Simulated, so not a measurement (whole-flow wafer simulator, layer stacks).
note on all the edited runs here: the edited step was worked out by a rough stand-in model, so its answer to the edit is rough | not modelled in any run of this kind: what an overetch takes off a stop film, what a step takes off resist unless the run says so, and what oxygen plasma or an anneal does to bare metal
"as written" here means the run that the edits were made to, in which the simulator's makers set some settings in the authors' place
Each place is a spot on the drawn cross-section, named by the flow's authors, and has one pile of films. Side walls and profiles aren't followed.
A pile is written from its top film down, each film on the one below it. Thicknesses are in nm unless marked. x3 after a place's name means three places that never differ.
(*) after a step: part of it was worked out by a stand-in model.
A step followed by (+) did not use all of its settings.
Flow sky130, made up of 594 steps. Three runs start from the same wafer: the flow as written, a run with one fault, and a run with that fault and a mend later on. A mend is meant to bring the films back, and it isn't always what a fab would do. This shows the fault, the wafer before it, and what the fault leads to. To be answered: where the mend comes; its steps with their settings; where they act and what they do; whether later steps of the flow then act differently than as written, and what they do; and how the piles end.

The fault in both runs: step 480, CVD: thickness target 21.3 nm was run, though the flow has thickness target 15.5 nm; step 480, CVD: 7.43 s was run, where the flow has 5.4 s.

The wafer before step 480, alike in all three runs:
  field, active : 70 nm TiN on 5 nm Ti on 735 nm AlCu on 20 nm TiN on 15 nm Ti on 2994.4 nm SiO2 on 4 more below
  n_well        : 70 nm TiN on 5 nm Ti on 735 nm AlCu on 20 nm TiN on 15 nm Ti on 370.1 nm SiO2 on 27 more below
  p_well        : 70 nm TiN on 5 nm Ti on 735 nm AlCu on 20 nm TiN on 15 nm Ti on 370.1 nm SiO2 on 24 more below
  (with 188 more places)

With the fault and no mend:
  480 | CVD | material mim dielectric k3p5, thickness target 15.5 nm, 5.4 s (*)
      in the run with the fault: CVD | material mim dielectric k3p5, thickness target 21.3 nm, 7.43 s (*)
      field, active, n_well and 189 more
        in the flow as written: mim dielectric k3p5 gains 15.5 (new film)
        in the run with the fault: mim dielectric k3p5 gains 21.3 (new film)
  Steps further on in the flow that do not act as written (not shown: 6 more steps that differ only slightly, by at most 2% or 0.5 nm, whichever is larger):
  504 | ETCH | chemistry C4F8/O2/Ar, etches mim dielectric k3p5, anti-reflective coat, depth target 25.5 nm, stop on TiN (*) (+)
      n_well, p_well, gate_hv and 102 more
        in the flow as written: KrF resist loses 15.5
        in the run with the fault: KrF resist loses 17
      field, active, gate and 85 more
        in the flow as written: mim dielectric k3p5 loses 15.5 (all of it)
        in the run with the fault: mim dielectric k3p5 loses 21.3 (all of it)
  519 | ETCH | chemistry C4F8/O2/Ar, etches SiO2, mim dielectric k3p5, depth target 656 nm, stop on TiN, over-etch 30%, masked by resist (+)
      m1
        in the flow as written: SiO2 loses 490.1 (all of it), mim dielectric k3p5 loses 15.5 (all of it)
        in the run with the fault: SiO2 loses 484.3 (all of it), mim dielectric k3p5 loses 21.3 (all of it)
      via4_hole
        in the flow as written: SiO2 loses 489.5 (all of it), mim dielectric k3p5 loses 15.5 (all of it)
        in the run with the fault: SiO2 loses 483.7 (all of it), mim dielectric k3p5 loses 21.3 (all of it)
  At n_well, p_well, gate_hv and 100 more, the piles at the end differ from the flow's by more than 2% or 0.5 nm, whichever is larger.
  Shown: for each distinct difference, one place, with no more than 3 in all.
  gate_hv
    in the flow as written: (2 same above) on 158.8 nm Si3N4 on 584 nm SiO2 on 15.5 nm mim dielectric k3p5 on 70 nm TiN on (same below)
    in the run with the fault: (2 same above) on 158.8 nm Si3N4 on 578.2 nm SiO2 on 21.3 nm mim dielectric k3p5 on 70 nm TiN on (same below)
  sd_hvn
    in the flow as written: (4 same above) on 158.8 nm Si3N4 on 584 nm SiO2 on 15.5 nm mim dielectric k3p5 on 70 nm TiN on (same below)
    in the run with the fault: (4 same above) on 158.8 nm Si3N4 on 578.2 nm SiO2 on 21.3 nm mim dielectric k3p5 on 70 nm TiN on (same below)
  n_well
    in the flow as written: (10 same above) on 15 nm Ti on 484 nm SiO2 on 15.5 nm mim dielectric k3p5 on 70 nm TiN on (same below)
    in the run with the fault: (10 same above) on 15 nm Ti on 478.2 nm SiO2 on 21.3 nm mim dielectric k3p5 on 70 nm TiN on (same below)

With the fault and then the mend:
  The mend stands after step 480.
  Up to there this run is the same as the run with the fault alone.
  480a | ETCH | chemistry C4F8/O2/Ar, etches mim dielectric k3p5, anti-reflective coat, depth target 5.8 nm (*) (a further turn of the flow's step 450, with different settings)
      field, active, n_well and 189 more
        mim dielectric k3p5 loses 5.8
  Later steps of the flow that are run all act as written at every place that is followed.
  The piles end the same as the flow's at every place that both follow.
